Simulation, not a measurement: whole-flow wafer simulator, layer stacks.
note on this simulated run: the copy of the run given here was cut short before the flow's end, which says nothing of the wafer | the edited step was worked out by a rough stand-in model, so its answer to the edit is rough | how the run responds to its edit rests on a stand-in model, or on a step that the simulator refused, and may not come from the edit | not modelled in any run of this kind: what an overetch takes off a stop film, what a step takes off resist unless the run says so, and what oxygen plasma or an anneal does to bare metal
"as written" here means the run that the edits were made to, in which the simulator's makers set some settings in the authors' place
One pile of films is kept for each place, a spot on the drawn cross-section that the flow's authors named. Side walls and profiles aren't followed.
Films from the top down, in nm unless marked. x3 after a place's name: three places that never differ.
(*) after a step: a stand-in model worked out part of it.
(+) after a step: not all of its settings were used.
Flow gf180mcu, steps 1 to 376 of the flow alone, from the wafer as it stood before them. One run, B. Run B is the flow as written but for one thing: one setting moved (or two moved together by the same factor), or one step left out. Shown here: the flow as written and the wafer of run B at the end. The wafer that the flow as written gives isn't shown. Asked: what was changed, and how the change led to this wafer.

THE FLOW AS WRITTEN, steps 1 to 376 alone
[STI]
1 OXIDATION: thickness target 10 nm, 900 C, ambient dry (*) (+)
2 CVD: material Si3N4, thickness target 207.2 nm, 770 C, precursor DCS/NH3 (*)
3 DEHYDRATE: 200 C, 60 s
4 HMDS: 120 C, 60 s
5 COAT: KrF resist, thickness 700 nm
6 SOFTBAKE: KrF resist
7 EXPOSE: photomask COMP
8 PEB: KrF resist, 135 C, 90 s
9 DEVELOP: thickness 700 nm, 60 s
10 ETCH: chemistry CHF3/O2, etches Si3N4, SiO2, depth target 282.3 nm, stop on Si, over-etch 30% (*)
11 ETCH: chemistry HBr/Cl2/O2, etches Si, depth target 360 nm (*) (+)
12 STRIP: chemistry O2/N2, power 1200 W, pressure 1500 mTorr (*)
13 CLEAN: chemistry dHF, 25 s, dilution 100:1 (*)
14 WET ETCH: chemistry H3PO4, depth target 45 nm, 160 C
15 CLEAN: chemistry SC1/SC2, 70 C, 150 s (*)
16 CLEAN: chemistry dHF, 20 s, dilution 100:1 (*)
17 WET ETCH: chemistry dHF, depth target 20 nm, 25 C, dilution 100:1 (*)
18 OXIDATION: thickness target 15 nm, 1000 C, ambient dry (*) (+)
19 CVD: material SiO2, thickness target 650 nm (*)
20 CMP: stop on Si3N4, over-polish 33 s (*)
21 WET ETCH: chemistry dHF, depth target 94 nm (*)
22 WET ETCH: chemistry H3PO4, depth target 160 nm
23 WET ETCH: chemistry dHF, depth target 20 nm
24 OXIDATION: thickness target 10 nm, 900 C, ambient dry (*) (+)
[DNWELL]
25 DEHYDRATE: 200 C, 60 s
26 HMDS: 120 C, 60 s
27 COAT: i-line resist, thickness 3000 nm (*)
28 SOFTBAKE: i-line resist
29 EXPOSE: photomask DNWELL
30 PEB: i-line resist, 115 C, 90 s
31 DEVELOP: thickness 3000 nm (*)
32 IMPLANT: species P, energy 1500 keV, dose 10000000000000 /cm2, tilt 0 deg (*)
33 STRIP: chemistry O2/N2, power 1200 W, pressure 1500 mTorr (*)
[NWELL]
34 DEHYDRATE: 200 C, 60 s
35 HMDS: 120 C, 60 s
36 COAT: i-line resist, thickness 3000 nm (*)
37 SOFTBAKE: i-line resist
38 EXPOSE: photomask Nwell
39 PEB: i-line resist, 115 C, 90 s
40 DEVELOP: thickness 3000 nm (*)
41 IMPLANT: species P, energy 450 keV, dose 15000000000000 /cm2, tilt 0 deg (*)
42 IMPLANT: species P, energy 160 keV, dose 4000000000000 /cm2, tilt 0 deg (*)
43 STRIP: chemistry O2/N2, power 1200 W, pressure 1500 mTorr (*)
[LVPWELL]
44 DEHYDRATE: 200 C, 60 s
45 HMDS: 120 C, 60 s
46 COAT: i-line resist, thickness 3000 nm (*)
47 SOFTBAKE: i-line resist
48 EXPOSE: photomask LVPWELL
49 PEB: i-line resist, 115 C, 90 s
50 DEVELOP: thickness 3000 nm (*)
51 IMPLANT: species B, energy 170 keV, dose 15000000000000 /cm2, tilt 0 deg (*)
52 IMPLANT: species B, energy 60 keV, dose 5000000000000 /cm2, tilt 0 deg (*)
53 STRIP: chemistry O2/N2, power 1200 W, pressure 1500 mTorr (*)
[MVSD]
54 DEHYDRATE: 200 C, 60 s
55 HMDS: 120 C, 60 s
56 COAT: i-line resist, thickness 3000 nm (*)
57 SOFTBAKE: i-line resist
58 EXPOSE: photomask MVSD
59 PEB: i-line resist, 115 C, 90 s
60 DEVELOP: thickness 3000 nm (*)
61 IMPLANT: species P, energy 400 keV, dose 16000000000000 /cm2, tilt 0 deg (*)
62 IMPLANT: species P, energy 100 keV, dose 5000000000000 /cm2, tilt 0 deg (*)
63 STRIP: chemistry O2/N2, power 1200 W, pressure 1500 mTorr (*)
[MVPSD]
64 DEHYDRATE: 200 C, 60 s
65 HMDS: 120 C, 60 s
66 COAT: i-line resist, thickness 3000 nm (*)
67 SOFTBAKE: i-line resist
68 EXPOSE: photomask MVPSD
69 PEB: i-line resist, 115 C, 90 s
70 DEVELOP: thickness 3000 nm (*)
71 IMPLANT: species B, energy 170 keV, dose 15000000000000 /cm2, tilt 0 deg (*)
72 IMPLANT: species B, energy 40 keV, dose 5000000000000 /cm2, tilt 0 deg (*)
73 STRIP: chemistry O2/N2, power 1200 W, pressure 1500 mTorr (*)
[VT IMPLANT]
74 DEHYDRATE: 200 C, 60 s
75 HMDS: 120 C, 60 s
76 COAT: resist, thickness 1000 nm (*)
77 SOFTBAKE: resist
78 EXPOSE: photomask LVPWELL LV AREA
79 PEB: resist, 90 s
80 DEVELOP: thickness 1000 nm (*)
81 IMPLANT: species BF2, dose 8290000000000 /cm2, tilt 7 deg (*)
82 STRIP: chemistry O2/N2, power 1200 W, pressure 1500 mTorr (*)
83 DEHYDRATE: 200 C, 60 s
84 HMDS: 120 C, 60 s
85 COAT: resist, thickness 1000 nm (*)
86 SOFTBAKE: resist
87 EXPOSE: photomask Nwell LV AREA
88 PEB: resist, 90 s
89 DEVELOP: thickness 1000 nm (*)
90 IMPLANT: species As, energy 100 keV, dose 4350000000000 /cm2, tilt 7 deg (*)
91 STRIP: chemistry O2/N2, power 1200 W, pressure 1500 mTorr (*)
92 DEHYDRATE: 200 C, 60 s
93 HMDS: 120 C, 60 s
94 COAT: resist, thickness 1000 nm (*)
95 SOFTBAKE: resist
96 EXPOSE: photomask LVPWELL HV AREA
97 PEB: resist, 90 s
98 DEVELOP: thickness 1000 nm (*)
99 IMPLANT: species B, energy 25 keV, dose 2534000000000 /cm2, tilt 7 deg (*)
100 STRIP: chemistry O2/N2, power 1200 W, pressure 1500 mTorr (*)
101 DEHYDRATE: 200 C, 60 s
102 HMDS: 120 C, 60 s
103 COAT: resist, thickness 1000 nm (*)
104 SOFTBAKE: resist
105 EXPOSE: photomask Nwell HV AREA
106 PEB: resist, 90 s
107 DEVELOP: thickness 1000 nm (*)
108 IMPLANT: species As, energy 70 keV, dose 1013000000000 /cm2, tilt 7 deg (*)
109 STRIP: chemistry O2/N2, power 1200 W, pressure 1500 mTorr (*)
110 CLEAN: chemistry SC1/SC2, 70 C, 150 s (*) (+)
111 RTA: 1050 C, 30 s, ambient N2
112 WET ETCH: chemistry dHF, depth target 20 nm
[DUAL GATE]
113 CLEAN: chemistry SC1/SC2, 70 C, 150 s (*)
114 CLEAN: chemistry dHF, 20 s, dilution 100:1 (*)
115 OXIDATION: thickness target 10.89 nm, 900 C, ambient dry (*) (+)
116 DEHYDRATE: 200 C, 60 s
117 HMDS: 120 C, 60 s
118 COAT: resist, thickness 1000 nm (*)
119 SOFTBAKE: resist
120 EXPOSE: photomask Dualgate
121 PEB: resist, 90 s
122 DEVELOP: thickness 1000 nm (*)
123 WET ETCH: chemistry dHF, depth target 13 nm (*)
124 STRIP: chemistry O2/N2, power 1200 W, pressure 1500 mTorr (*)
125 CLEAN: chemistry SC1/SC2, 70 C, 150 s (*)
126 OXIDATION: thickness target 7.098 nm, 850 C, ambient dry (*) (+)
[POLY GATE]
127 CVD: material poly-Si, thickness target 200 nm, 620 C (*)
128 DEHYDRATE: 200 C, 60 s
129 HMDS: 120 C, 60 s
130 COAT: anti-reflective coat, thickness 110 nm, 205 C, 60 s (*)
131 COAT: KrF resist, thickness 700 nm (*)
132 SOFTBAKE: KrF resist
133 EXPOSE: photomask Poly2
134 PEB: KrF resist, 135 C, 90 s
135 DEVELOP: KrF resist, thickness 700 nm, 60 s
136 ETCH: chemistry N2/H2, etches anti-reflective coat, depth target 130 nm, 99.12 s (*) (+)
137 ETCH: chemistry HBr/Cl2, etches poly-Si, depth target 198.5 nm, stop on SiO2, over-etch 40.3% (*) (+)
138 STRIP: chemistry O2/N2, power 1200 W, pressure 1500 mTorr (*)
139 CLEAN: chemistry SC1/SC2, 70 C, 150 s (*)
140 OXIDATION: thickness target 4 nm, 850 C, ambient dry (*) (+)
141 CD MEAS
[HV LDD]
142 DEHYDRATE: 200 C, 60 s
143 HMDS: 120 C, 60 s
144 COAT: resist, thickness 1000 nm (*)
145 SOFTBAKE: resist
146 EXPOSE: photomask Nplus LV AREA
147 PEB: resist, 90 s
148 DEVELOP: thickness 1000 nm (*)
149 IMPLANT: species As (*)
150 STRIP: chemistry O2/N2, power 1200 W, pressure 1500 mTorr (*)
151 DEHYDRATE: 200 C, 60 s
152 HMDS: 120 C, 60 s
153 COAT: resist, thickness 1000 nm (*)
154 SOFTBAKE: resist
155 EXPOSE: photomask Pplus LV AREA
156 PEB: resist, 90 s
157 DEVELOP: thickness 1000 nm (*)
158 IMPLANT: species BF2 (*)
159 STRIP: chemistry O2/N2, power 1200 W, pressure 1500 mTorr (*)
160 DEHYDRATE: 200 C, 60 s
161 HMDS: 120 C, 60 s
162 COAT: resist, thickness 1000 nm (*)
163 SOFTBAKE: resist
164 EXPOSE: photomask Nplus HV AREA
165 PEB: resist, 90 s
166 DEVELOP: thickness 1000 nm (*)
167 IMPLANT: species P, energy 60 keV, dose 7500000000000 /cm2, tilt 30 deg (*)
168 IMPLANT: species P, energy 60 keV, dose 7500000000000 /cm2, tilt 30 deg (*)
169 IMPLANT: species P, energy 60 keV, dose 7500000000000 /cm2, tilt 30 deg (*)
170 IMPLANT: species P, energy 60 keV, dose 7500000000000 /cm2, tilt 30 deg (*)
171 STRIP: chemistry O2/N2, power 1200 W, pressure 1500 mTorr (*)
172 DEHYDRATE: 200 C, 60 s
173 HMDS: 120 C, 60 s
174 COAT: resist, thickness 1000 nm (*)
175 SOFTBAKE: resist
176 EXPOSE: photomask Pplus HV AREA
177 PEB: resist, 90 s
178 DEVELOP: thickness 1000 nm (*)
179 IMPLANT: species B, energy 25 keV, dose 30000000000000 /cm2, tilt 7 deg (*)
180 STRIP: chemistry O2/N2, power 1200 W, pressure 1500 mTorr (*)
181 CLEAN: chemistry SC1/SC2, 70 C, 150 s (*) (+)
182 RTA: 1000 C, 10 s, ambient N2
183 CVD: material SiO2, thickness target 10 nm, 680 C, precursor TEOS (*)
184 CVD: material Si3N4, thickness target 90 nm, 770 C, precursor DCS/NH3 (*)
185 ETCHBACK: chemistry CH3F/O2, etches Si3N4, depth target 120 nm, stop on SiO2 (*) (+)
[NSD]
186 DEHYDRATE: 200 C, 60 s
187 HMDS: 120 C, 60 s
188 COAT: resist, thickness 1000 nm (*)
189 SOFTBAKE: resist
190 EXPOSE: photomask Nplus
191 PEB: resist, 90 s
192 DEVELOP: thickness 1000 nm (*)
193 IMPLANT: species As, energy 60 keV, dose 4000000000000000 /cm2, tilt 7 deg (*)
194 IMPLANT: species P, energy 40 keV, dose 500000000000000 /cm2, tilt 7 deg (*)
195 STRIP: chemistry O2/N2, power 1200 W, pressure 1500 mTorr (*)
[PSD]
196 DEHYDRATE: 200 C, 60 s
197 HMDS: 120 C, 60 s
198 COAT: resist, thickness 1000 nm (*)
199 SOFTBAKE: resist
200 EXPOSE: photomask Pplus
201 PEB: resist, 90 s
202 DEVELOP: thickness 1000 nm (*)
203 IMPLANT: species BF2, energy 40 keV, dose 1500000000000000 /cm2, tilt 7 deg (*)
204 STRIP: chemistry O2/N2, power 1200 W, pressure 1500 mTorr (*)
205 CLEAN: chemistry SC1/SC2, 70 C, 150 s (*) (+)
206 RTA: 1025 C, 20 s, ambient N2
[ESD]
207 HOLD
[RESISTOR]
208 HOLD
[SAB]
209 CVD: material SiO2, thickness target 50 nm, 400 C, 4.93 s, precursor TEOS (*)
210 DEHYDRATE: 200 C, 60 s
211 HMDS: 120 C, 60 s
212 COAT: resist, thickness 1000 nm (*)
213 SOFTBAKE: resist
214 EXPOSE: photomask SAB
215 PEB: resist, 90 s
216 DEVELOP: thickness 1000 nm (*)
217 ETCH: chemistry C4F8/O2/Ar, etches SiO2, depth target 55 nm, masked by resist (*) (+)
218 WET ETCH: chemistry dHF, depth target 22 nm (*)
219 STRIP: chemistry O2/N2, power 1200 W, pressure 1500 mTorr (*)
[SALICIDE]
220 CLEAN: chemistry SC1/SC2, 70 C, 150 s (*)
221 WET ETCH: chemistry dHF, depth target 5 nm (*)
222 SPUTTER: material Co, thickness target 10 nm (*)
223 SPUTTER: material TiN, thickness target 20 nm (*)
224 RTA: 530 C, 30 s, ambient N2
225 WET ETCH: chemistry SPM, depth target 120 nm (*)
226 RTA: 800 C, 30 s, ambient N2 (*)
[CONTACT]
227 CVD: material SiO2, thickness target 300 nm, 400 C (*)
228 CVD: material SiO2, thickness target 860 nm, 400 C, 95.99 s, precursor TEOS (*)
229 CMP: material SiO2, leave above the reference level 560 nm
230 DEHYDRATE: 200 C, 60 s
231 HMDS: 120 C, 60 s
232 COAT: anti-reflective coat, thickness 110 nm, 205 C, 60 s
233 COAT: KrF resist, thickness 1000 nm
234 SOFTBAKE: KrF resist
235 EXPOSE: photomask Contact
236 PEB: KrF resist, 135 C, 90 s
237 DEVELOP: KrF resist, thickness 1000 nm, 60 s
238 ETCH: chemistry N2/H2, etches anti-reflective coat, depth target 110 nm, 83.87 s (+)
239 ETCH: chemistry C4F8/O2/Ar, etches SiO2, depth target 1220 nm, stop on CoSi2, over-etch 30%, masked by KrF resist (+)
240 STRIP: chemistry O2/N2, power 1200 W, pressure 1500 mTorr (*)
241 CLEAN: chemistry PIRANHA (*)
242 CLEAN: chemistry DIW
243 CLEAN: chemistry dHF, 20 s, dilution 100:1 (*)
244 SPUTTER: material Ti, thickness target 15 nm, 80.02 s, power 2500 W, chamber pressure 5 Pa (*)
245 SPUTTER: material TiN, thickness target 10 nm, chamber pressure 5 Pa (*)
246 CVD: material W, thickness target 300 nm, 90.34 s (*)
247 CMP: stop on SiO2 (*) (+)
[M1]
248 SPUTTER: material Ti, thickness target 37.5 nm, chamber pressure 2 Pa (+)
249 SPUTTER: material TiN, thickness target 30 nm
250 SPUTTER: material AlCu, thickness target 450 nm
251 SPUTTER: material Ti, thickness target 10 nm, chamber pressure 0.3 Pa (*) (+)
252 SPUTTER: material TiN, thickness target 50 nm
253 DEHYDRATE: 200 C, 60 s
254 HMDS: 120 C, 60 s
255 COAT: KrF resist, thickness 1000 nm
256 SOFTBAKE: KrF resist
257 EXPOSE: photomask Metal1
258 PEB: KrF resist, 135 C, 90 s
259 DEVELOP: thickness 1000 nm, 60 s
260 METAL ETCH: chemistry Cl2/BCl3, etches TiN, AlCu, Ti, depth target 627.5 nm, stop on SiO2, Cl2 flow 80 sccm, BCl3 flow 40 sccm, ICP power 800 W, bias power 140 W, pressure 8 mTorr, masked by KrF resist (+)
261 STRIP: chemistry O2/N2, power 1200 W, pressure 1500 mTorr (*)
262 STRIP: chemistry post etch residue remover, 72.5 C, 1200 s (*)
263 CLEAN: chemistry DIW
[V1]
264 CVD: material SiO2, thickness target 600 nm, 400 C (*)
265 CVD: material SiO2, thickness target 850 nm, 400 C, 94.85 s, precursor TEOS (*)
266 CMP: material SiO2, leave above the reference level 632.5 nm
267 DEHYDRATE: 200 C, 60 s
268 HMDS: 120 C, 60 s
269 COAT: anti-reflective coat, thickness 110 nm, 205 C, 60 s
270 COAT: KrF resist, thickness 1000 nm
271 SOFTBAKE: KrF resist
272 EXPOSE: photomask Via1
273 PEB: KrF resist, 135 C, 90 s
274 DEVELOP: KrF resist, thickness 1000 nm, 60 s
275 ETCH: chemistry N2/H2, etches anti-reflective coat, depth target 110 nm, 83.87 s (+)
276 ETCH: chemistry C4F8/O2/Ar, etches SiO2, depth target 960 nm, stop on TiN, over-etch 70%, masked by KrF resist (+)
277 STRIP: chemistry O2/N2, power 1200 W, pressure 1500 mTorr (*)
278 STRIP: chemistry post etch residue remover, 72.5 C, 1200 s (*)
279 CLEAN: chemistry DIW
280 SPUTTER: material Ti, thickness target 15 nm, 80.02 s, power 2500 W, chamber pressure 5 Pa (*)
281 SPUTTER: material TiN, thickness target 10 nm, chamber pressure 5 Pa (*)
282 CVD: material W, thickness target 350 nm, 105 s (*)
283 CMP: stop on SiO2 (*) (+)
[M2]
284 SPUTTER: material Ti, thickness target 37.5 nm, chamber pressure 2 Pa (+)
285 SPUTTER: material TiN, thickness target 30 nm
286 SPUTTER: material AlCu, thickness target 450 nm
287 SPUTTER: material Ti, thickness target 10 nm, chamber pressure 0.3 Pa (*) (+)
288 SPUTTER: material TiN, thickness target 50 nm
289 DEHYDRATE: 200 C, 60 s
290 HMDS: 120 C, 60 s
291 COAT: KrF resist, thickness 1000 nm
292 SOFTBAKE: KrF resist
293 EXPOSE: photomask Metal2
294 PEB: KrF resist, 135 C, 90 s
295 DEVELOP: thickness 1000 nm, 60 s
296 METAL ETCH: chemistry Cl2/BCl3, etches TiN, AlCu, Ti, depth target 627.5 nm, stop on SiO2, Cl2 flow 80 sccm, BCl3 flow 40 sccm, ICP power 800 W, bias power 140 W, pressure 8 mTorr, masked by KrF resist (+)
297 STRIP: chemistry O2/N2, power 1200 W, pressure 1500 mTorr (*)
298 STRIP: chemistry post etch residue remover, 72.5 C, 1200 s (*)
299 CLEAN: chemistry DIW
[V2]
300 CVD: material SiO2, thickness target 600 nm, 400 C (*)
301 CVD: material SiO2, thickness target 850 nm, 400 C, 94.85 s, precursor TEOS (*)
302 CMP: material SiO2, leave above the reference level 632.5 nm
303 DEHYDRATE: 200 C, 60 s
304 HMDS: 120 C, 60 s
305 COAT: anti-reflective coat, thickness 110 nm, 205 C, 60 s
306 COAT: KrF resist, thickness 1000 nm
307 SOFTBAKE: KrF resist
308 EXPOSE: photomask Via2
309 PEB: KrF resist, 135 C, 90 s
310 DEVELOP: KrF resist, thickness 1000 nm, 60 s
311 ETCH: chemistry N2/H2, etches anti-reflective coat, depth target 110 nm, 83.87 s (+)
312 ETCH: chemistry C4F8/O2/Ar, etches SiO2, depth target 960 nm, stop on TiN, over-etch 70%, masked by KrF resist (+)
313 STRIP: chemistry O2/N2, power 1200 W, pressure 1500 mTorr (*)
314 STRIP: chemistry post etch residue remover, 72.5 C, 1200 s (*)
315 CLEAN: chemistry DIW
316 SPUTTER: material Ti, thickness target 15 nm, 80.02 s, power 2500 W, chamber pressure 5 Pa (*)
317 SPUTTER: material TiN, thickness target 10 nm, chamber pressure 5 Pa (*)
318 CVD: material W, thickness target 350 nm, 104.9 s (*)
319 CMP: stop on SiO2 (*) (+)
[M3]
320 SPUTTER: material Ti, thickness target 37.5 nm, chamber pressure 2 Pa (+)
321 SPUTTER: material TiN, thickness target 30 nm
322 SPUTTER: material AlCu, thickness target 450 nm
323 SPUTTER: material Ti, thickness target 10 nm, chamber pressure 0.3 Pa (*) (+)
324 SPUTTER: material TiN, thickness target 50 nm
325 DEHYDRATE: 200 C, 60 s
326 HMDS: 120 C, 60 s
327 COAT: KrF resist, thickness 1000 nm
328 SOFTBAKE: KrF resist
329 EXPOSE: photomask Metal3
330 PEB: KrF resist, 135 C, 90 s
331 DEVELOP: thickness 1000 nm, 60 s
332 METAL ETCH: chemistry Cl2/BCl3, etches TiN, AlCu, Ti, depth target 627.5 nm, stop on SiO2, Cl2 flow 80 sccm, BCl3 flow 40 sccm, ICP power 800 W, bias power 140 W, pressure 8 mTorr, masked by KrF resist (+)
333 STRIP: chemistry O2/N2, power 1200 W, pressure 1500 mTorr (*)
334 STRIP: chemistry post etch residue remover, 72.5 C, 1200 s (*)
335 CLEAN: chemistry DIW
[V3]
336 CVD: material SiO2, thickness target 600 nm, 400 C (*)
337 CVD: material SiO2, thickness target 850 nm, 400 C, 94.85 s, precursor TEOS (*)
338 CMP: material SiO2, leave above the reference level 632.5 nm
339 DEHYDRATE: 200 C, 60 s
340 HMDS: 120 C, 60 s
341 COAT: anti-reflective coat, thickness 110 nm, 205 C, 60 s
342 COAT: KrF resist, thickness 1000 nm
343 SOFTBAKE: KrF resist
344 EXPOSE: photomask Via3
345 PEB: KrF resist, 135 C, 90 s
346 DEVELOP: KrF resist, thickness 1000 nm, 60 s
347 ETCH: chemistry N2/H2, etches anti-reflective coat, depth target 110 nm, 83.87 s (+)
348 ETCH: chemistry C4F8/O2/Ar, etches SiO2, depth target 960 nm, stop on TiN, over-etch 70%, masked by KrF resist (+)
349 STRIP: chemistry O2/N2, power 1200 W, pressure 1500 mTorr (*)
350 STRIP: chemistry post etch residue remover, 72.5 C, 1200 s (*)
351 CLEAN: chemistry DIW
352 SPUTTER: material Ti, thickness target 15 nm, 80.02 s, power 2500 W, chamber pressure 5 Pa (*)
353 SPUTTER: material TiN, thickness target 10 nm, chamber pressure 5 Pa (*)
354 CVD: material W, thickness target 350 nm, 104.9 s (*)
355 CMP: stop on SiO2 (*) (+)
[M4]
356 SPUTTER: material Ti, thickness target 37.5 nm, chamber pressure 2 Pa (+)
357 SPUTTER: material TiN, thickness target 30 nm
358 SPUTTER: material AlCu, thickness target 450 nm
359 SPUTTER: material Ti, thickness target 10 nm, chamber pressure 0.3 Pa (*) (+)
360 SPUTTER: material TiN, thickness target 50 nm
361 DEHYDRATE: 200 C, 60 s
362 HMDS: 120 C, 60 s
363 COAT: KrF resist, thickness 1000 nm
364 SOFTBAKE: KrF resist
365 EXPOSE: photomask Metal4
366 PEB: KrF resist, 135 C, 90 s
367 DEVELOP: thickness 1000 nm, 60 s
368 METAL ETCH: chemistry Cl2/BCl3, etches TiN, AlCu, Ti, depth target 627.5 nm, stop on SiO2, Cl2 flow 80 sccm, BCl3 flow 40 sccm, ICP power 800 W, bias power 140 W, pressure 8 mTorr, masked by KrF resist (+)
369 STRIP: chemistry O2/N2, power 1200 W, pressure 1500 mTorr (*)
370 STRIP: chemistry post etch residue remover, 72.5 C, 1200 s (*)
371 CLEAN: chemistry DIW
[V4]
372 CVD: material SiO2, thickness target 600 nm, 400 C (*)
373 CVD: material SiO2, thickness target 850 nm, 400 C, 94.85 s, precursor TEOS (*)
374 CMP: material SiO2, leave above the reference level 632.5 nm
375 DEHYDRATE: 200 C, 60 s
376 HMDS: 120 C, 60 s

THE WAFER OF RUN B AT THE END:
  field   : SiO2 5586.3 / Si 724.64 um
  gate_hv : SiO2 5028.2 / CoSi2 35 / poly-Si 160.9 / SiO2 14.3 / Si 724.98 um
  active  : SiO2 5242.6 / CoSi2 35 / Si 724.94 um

The cause: step 373, CVD: 37.94 s was run, where the flow has 94.85 s.

How the change led to this, step by step:
  373 CVD: material SiO2, thickness target 850 nm, 400 C, 94.85 s, precursor TEOS (*)
      field, field__w1, field__w2 and 108 more: SiO2 +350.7 (as written it would be: SiO2 +850)
  374 CMP: material SiO2, leave above the reference level 632.5 nm
      field, field__w1, field__w2 and 103 more: nothing (as written it would be: SiO2 -300)
      field__w8, contact, m1, m1__w1, m1_nw: SiO2 -377.7 (as written it would be: SiO2 -877.1)
